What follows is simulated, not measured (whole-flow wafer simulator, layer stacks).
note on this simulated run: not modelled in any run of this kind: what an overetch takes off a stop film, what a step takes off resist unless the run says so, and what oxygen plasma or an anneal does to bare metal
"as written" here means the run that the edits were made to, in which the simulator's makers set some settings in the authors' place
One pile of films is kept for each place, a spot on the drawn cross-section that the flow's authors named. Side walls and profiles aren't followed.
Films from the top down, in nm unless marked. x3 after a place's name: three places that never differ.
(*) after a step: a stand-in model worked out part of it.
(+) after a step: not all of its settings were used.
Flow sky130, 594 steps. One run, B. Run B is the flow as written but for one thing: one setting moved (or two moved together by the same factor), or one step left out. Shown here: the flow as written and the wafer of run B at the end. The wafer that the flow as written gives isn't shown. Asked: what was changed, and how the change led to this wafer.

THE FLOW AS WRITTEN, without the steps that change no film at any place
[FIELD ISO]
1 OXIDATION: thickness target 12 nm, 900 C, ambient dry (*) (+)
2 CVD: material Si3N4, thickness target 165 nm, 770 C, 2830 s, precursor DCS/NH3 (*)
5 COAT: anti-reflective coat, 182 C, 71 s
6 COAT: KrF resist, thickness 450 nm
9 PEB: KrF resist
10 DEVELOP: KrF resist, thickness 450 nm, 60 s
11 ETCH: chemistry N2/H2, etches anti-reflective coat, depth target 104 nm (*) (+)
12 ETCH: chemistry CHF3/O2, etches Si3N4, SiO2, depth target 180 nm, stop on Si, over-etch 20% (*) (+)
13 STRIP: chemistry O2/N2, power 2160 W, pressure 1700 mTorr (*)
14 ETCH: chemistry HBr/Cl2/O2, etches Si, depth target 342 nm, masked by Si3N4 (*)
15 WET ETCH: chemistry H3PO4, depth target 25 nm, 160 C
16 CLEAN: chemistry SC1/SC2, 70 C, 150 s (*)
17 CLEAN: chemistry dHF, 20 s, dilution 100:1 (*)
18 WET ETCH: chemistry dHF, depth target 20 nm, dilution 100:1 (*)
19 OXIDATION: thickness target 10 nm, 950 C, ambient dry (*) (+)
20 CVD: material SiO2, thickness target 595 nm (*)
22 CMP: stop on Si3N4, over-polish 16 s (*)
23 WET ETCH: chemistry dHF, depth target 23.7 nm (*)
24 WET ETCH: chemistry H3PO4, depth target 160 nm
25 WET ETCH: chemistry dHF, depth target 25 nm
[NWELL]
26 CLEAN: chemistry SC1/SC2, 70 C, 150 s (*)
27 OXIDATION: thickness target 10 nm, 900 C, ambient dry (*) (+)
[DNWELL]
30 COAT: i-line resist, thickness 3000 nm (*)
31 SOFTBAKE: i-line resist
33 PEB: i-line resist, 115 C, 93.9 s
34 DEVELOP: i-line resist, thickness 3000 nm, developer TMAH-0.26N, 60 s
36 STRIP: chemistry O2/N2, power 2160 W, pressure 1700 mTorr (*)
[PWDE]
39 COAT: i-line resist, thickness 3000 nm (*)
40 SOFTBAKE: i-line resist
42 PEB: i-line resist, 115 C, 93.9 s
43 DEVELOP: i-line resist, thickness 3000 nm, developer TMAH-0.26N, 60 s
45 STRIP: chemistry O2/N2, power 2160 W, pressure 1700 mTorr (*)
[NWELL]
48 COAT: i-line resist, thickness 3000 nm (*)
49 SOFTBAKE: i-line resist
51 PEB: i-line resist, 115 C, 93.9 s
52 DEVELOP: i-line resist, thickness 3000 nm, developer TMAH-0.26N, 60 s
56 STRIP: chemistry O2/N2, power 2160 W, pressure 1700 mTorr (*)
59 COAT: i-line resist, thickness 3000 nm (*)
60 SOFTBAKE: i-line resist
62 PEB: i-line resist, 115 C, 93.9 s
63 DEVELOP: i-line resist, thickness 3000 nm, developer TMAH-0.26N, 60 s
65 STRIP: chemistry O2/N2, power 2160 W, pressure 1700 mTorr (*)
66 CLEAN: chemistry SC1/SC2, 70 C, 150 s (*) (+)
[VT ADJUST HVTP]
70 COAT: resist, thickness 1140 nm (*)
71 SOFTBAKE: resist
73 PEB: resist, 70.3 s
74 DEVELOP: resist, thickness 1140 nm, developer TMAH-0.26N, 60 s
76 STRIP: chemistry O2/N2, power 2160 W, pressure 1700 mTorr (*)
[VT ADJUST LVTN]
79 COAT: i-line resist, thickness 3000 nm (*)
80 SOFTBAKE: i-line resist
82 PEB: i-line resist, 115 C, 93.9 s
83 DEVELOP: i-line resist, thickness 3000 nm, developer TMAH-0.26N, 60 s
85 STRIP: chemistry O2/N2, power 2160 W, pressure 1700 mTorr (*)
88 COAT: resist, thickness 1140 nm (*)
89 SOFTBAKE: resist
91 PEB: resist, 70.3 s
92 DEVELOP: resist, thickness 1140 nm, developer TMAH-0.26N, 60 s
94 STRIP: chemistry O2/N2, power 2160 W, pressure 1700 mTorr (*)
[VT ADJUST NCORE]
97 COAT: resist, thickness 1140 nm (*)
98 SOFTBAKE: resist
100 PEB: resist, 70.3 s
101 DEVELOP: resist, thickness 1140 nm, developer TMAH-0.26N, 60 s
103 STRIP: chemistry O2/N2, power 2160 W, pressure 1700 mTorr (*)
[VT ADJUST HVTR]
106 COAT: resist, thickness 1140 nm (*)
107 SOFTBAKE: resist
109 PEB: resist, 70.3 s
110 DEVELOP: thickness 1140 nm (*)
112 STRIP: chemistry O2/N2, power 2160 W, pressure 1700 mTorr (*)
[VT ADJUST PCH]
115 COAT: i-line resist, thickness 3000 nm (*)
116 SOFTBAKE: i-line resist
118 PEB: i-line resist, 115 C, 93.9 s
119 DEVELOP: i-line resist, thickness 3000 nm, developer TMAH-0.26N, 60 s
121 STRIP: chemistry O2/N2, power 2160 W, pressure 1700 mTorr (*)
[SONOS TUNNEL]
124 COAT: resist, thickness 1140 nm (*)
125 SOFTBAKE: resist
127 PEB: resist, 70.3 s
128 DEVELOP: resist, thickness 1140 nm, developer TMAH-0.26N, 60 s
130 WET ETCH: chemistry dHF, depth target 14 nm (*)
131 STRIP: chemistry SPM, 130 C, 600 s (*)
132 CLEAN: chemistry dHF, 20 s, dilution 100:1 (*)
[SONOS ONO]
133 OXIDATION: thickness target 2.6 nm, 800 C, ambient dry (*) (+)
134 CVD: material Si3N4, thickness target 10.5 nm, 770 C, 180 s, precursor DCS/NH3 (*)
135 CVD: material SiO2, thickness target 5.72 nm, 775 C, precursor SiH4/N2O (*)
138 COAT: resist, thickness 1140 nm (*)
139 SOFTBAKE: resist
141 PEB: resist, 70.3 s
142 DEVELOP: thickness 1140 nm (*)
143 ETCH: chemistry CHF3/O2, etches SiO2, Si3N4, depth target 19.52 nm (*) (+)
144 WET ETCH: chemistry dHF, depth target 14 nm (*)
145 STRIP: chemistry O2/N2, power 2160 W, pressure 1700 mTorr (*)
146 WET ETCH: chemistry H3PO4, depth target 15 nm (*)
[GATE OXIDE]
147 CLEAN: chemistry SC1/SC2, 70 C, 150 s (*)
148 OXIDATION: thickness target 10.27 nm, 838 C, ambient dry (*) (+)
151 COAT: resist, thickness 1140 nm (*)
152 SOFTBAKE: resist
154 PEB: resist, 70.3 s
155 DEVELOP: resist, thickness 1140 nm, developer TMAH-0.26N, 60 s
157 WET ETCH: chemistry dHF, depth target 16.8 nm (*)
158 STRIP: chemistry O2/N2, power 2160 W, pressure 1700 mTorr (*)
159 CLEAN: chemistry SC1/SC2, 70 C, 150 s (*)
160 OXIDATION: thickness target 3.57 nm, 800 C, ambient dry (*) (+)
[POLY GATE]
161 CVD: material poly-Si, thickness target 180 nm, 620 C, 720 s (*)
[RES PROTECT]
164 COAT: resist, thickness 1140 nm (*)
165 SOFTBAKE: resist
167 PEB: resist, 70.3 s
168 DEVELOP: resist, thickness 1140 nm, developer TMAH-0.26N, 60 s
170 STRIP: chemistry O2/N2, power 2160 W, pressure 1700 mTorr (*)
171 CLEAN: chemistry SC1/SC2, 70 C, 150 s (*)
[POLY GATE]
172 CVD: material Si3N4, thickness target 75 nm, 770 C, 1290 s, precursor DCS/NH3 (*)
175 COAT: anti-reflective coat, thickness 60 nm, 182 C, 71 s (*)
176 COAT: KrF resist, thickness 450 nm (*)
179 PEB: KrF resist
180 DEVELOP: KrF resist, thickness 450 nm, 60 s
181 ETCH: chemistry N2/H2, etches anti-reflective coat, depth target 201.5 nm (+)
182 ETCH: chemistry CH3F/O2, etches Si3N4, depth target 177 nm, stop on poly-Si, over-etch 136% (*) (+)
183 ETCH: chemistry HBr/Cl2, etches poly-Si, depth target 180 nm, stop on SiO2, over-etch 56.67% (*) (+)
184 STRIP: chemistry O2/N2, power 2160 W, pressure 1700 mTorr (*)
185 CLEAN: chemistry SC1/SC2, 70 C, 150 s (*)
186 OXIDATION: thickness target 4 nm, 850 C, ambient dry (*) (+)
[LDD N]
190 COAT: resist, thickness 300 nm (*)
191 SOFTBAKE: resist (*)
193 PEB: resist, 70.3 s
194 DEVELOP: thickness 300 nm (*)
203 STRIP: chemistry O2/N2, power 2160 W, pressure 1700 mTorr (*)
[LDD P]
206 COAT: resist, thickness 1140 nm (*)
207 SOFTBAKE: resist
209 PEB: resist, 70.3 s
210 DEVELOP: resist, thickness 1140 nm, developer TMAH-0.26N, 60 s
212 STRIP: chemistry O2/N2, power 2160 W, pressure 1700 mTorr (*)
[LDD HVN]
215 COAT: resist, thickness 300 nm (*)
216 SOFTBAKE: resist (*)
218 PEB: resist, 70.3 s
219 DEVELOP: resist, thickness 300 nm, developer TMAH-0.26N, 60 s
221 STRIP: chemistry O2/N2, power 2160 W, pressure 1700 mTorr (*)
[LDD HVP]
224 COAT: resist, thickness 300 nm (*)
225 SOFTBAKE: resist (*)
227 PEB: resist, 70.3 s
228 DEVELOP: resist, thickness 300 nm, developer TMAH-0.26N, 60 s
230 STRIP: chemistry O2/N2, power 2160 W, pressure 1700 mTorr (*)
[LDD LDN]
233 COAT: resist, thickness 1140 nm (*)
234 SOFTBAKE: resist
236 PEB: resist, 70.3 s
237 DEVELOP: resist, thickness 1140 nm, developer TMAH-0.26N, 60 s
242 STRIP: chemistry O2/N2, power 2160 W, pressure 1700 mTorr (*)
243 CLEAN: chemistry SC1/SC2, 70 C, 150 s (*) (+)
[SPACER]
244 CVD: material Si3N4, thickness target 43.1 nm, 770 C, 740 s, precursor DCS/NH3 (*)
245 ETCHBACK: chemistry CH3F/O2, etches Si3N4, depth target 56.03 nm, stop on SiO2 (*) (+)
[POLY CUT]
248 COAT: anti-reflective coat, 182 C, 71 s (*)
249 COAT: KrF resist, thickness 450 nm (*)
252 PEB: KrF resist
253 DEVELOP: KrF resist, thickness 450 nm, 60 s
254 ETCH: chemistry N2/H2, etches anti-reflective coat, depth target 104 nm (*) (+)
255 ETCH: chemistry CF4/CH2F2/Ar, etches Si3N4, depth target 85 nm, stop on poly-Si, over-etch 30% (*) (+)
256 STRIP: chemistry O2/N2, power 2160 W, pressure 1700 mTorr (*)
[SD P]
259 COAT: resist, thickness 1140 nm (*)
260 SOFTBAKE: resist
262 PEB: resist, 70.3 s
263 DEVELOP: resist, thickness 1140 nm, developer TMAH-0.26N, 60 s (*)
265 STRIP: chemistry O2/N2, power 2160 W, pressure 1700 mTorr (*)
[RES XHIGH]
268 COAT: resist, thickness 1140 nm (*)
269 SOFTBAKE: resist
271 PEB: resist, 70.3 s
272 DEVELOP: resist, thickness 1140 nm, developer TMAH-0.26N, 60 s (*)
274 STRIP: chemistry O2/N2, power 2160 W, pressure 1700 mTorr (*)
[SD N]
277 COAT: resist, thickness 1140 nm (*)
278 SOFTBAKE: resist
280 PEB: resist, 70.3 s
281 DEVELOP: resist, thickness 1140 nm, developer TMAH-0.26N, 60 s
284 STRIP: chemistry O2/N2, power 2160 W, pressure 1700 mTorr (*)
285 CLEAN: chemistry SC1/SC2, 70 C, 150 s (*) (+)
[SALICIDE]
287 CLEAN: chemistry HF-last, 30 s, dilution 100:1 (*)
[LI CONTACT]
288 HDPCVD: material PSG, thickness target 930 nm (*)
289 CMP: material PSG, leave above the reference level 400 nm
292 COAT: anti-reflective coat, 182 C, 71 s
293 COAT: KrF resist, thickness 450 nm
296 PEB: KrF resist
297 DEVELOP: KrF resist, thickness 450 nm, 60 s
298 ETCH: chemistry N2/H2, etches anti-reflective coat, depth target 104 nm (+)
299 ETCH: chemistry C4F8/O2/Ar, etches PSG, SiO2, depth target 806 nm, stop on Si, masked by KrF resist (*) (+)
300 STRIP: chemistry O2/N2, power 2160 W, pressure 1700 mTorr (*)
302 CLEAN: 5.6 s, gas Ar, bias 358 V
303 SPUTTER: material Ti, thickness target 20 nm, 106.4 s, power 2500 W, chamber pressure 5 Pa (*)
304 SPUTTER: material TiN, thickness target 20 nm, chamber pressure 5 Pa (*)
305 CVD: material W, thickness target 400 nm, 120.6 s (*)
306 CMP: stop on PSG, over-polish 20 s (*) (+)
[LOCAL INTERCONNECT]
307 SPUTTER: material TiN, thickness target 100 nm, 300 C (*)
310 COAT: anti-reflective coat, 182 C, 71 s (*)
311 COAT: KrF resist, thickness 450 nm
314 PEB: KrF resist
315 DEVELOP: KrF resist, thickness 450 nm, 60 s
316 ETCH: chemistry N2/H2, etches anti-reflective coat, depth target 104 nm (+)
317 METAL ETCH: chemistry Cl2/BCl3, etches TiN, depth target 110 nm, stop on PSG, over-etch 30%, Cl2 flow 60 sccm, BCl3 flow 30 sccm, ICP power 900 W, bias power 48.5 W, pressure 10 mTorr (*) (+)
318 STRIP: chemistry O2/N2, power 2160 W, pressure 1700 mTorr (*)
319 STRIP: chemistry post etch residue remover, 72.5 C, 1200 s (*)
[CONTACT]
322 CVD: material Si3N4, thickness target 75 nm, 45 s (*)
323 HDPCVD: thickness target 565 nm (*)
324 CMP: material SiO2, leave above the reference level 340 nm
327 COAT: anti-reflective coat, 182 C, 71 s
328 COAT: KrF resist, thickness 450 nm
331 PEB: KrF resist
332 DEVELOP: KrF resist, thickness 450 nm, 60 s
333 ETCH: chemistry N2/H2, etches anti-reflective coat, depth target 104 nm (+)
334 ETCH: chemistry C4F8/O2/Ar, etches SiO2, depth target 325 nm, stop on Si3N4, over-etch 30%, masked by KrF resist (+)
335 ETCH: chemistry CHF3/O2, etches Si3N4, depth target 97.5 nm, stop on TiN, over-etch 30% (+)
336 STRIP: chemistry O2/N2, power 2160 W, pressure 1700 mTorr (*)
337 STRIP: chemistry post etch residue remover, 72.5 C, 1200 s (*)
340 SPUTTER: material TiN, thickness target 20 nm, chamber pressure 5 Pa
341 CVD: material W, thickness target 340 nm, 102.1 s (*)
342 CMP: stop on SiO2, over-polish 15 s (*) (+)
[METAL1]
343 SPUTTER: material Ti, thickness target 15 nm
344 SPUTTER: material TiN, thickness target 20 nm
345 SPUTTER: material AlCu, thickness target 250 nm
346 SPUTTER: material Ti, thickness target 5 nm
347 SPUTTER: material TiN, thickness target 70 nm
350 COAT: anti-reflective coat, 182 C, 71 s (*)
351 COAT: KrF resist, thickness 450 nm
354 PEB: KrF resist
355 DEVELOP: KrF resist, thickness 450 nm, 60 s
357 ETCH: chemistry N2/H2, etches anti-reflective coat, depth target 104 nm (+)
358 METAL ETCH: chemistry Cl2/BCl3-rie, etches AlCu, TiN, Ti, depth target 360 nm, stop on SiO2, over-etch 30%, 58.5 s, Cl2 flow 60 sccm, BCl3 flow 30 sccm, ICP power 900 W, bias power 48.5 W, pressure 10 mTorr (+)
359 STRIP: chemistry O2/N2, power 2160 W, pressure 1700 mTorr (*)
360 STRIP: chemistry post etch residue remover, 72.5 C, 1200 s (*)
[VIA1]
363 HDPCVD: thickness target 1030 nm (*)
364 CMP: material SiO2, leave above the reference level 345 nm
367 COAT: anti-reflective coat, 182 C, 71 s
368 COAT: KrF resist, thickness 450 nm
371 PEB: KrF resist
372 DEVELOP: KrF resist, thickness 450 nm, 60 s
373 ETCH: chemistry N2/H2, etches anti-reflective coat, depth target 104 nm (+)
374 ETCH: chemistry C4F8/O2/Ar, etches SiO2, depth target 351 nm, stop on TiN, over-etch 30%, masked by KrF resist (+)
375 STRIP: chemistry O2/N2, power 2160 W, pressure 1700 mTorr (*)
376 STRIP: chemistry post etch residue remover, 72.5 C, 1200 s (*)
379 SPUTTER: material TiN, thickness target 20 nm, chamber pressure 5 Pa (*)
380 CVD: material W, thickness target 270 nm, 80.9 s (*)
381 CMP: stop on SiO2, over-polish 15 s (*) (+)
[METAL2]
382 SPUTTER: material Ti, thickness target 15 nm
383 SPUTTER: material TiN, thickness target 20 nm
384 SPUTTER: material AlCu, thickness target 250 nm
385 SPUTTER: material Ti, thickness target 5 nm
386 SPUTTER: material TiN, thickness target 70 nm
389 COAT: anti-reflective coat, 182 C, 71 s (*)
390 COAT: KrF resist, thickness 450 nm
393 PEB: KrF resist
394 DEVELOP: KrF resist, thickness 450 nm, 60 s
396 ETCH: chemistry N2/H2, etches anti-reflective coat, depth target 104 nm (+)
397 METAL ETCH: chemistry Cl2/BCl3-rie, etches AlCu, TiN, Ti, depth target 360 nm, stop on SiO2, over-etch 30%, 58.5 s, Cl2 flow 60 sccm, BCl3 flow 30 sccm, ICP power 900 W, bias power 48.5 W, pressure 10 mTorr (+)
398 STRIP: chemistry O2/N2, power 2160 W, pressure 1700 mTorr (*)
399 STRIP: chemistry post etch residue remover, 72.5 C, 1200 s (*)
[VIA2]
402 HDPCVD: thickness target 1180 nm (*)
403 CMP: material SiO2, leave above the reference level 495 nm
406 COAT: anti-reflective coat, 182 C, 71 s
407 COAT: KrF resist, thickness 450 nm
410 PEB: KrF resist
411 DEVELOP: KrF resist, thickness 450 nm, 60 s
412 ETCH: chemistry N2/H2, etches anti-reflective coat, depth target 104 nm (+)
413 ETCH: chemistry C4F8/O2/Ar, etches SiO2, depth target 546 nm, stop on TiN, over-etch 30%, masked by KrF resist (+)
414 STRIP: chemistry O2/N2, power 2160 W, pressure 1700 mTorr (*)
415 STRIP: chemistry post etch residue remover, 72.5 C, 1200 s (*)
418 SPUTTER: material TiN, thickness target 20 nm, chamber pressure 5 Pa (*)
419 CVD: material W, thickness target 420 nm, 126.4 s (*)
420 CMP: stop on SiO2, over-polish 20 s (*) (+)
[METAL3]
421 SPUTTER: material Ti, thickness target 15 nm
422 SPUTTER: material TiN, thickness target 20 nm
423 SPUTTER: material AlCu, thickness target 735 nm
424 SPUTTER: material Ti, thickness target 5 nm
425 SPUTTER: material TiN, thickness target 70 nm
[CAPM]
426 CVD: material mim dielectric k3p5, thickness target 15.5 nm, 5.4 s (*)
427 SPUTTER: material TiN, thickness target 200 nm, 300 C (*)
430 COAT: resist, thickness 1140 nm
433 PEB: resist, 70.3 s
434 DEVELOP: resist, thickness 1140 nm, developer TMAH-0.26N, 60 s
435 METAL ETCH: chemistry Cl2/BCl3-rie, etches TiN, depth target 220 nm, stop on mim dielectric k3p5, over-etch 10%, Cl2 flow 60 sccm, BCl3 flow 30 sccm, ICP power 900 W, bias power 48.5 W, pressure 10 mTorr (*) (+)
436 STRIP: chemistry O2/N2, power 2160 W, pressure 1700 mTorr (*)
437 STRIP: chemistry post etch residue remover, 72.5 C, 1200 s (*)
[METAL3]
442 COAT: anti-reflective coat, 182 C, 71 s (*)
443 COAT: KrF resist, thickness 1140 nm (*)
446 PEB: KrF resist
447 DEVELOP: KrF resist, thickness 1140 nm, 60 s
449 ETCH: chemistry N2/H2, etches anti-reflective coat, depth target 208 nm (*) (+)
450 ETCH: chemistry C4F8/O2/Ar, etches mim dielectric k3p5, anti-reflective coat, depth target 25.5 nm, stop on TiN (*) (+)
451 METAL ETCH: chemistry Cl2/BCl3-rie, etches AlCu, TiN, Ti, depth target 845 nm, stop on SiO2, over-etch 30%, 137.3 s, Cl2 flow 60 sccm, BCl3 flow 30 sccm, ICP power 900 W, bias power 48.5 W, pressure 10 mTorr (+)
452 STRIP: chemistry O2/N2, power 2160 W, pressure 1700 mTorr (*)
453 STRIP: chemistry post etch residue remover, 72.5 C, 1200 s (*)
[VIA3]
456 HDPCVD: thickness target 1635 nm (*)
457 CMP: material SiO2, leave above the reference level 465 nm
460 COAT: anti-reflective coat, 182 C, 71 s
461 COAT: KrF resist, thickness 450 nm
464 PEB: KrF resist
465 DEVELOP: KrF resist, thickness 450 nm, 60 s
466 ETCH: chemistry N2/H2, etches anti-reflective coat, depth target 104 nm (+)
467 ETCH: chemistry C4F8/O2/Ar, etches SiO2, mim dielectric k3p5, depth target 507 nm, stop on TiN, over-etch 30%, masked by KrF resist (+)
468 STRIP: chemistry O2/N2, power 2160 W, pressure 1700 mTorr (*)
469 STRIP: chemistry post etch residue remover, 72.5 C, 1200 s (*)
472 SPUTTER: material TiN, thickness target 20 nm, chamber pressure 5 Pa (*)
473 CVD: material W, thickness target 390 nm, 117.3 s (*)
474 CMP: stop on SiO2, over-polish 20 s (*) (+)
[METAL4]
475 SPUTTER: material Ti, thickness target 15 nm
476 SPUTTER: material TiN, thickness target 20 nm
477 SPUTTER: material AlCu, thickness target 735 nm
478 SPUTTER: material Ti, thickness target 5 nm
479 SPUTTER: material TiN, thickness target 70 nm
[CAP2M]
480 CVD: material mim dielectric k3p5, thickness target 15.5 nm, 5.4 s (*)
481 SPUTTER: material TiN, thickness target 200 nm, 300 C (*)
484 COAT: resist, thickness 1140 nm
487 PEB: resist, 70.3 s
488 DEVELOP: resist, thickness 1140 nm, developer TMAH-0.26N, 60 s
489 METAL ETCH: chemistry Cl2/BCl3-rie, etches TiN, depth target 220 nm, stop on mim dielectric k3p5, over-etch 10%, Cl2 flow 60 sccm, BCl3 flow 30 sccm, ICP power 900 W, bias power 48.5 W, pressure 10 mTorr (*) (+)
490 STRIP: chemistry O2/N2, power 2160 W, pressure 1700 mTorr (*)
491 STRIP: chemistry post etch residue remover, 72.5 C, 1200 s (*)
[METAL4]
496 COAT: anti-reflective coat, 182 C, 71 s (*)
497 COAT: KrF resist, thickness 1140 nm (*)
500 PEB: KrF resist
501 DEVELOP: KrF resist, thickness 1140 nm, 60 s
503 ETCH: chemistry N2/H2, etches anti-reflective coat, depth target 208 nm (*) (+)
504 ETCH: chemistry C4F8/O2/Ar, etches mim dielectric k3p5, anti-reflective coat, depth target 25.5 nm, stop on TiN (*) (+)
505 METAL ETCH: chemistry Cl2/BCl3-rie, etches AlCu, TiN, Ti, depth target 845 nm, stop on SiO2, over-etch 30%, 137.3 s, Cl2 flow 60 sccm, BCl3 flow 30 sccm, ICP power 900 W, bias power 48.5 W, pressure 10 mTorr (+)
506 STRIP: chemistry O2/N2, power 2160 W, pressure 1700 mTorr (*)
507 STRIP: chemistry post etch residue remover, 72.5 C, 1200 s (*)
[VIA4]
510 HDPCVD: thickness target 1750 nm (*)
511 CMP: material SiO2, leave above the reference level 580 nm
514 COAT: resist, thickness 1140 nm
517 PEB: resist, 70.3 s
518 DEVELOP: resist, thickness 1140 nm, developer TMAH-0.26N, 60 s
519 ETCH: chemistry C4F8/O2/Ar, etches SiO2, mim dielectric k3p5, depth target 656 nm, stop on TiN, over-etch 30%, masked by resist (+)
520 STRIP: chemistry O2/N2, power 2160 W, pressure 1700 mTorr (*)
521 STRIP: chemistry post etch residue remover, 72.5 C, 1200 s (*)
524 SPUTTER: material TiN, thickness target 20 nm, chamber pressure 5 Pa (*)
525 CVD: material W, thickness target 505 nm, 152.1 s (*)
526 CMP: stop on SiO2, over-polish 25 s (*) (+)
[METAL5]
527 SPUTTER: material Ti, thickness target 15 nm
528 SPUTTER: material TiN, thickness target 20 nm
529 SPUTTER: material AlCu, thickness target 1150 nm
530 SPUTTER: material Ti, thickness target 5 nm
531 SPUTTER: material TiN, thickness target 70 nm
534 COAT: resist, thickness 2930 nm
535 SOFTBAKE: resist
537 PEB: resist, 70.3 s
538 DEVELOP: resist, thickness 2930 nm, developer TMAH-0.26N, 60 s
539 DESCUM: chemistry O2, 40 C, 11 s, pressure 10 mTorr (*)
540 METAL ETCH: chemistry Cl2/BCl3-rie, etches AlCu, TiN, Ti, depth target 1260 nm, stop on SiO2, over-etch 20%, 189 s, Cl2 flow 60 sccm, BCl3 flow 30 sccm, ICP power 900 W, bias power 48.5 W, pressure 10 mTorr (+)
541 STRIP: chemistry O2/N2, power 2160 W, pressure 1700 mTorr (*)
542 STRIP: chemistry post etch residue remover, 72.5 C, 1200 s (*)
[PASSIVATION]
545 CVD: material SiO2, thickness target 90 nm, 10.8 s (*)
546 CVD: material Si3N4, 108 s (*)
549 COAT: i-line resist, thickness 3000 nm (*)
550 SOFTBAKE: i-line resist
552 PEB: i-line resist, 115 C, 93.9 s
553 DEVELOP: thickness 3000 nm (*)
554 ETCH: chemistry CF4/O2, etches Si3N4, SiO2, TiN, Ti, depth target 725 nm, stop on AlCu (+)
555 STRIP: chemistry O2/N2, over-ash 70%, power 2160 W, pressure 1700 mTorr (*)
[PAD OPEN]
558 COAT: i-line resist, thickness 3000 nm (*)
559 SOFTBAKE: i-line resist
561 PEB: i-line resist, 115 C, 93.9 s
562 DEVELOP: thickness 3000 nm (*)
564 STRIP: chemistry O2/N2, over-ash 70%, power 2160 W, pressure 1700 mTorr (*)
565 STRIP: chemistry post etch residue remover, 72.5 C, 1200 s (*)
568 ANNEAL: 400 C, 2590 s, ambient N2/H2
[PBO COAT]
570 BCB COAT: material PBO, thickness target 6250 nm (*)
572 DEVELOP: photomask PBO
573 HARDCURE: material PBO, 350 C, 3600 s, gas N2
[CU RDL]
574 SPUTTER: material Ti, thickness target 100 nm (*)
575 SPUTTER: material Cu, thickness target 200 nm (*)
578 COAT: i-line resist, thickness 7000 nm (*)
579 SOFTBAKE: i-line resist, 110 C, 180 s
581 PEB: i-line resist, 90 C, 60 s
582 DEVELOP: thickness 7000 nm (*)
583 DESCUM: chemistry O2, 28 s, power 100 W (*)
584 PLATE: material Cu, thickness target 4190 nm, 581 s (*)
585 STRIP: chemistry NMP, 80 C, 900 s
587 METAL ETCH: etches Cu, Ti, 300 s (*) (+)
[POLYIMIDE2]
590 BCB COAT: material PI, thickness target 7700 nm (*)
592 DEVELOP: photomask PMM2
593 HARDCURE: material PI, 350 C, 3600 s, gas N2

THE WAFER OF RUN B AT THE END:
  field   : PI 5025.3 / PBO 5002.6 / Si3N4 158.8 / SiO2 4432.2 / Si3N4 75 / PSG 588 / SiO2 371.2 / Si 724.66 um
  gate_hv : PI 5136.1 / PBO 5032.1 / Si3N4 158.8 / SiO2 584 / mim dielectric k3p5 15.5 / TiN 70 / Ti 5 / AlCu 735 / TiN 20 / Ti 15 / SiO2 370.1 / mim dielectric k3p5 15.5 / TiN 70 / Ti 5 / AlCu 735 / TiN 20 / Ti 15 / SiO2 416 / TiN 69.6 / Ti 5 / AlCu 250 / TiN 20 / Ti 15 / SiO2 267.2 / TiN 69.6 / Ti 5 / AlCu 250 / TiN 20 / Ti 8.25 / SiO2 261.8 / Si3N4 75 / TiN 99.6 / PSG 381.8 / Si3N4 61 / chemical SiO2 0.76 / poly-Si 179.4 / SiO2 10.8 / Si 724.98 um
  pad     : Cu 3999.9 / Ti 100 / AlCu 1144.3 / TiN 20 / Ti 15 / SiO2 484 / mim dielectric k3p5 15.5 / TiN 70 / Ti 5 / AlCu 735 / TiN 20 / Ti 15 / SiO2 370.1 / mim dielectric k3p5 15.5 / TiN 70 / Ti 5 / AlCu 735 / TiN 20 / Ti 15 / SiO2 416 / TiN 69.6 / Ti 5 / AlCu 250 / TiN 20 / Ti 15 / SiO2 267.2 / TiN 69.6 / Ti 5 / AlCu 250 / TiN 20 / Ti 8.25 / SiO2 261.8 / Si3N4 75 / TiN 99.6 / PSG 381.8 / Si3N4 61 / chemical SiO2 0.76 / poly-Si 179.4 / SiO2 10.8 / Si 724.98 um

The cause: step 343, SPUTTER: thickness target 8.25 nm was run, where the flow has thickness target 15 nm.
It can be read off the wafer: gate_hv has Ti 8.25, and step 343 as written asks for 15 nm.

How the change led to this, step by step:
  343 SPUTTER: material Ti, thickness target 15 nm
      field, active, n_well and 188 more: Ti +8.25 (new film) (as written it would be: Ti +15 (new film))
  358 METAL ETCH: chemistry Cl2/BCl3-rie, etches AlCu, TiN, Ti, depth target 360 nm, stop on SiO2, over-etch 30%, 58.5 s, Cl2 flow 60 sccm, BCl3 flow 30 sccm, ICP power 900 W, bias power 48.5 W, pressure 10 mTorr (+)
      field, active, gate and 81 more: TiN -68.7 (all of it), Ti -5 (all of it), AlCu -250 (all of it), TiN -20 (all of it), Ti -8.25 (all of it), SiO2 -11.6 (as written it would be: TiN -68.7 (all of it), Ti -5 (all of it), AlCu -250 (all of it), TiN -20 (all of it), Ti -15 (all of it), SiO2 -10.9)
